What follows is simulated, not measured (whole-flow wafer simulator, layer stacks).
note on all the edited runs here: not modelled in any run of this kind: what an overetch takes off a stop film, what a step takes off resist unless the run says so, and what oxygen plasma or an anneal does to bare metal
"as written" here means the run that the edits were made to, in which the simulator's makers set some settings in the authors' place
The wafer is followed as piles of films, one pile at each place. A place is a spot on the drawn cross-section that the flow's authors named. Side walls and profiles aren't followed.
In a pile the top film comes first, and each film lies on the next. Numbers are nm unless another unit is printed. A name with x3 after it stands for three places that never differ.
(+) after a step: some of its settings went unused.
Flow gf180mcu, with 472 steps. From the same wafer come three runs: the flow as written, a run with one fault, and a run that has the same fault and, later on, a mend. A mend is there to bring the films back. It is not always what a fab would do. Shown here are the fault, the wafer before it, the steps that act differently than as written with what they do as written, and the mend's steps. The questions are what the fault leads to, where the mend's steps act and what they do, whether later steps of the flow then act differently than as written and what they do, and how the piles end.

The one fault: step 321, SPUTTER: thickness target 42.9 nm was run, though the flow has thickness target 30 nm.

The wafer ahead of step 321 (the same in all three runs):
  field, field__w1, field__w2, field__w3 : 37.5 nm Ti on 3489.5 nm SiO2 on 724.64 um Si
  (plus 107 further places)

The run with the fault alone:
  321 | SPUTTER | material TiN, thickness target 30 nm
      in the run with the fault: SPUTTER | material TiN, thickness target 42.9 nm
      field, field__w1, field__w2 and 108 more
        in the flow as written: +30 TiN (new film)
        in the run with the fault: +42.9 TiN (new film)
  Steps further on in the flow that do not act as written:
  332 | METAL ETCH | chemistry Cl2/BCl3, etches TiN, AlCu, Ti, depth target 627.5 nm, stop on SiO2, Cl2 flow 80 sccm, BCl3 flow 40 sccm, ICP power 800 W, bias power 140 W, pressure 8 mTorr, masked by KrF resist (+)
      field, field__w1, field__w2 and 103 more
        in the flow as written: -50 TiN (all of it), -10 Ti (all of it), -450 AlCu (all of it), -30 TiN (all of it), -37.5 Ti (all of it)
        in the run with the fault: -50 TiN (all of it), -10 Ti (all of it), -450 AlCu (all of it), -42.9 TiN (all of it), -37.5 Ti (all of it)
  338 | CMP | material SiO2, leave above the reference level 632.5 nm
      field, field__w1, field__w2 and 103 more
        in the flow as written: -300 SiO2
        in the run with the fault: -287.1 SiO2
  The piles end different from the flow's at field__w8, contact, m1, m1__w1, m1_nw by more than 2% or 0.5 nm, whichever is larger.
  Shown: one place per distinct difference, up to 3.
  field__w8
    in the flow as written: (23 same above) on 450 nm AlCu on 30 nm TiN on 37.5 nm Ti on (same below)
    in the run with the fault: (23 same above) on 450 nm AlCu on 42.9 nm TiN on 37.5 nm Ti on (same below)
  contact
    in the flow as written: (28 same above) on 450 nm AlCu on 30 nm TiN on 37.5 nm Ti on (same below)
    in the run with the fault: (28 same above) on 450 nm AlCu on 42.9 nm TiN on 37.5 nm Ti on (same below)

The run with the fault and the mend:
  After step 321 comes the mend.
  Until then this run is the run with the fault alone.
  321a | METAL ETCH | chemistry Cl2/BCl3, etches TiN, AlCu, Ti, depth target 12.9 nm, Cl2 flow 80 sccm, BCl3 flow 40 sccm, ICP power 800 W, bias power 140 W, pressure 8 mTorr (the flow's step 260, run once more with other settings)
      field, field__w1, field__w2 and 108 more
        -12.9 TiN
  None of the later steps of the flow acts differently than as written at any place that is followed.
  At every place that both follow, the piles at the end match the flow's.
